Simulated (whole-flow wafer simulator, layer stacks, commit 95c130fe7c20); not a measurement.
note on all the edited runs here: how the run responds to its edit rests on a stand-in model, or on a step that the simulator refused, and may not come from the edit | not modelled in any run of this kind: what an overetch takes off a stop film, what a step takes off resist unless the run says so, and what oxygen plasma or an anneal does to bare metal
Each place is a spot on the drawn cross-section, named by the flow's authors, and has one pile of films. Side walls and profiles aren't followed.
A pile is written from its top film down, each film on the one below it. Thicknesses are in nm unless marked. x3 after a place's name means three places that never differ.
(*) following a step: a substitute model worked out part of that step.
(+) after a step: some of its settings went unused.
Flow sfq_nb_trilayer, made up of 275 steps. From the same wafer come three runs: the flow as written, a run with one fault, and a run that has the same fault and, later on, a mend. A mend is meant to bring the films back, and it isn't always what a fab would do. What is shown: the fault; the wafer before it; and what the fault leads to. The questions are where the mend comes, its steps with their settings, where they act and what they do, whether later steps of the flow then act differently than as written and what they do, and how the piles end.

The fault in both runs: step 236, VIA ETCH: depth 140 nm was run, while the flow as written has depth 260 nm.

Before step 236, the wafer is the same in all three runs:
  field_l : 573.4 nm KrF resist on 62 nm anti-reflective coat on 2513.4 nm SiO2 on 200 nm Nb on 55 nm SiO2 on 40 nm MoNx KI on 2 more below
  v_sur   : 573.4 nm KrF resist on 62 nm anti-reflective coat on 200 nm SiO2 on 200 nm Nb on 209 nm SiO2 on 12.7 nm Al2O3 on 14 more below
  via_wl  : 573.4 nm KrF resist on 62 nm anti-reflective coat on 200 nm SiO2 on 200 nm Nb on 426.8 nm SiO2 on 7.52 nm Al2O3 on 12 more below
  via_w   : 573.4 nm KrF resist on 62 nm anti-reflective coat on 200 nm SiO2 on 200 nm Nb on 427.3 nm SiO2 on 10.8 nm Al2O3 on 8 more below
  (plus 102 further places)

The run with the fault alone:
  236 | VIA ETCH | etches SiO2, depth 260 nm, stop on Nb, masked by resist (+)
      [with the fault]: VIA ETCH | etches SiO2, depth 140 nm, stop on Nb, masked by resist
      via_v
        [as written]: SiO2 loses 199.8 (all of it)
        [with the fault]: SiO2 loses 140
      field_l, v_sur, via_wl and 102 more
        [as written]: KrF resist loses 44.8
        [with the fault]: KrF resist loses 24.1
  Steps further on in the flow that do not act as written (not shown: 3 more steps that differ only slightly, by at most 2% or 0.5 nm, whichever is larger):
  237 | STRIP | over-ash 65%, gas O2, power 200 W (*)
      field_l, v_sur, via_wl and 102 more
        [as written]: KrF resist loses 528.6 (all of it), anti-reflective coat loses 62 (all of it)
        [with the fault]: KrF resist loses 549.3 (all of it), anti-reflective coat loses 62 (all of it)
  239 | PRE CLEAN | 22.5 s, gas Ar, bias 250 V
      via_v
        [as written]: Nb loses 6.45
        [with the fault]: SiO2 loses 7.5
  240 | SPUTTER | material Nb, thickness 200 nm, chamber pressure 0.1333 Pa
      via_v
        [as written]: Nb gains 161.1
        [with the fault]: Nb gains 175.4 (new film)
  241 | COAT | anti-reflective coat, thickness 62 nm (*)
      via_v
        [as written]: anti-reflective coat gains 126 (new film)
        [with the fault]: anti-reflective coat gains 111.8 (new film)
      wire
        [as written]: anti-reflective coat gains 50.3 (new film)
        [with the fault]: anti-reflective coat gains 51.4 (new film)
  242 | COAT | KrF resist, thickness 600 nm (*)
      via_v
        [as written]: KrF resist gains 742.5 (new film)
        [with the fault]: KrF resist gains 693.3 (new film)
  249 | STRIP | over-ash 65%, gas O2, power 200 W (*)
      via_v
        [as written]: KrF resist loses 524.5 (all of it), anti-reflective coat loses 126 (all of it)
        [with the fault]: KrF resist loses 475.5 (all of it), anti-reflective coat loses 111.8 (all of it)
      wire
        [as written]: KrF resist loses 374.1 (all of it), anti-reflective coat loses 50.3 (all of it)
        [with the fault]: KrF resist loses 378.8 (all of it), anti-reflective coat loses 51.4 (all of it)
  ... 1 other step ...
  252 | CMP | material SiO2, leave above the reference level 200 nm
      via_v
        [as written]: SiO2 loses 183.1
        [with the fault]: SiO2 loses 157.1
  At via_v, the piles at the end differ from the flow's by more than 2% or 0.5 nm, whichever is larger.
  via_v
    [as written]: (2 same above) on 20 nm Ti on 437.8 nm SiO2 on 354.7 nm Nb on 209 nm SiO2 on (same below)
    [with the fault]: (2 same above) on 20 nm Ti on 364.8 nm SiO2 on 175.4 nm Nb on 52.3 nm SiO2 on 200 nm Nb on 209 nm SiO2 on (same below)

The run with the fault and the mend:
  The mend follows step 237.
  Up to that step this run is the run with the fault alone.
  237a | COAT | anti-reflective coat, thickness 62 nm (*) (the flow's step 229, run once more)
      p4_fl x3, p4_w1 x9, p4_g1 x2 and 63 more
        anti-reflective coat gains 62 (new film)
      r_sur, res, r_end and 7 more
        anti-reflective coat gains 61.8 (new film)
      c5j, ce_r, sp_r, be_r
        anti-reflective coat gains 61.7 (new film)
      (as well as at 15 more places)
  237b | COAT | KrF resist, thickness 650 nm (*) (the flow's step 230, run once more)
      p4_fl x3, p4_w1 x9, p4_g1 x2 and 63 more
        KrF resist gains 650 (new film)
      lsp_l, ln_m5, lsp_m, ln_m6, lsp_r, l0_sur, l0v
        KrF resist gains 649.7 (new film)
      r_end, moat, field_r
        KrF resist gains 649.6 (new film)
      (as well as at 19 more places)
  237c | SOFTBAKE | KrF resist (the flow's step 231, run once more)
      does not change any film at any place that is followed
  237d | EXPOSE | photomask I6, dose 11.91 mJ/cm2, NA 0.6, wavelength 248 nm (*) (the flow's step 232, run once more)
      does not change any film at any place that is followed
  237e | PEB | KrF resist, 90 s (the flow's step 233, run once more)
      ce_l, c5j, ce_r and 91 more
        KrF resist loses 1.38
      field_l, v_sur, via_wl and 8 more
        KrF resist loses 1.37
      via_v
        KrF resist loses 1.58
  237f | DEVELOP | KrF resist, thickness 650 nm, 60 s (the flow's step 234, run once more)
      field_l, v_sur, via_wl and 102 more
        KrF resist loses 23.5
      via_v
        KrF resist loses 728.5 (all of it)
  237g | VIA ETCH | etches anti-reflective coat, depth 125 nm, masked by resist (+) (the flow's step 235, run once more)
      field_l, v_sur, via_wl and 102 more
        KrF resist loses 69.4
      via_v
        anti-reflective coat loses 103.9 (all of it), SiO2 loses 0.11
  237h | VIA ETCH | etches SiO2, depth 120 nm, stop on Nb, masked by resist (+) (the flow's step 236, run once more with other settings)
      field_l, via_wl, via_w and 100 more
        KrF resist loses 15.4
      v_sur, be
        KrF resist loses 15.5
      via_v
        SiO2 loses 59.7 (all of it)
  237i | STRIP | over-ash 65%, gas O2, power 200 W (*) (the flow's step 237, run once more)
      p4_fl x3, p4_w1 x9, p4_g1 x2 and 63 more
        KrF resist loses 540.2 (all of it), anti-reflective coat loses 62 (all of it)
      lsp_l, ln_m5, lsp_m, ln_m6, lsp_r
        KrF resist loses 539.9 (all of it), anti-reflective coat loses 61.8 (all of it)
      res, r_end, moat, field_r
        KrF resist loses 539.8 (all of it), anti-reflective coat loses 61.8 (all of it)
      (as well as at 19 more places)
  Every later step of the flow that is run acts as written, at every place that is followed, to within 2% or 0.5 nm, whichever is larger.
  By the end, the piles equal the flow's at every place that both follow.
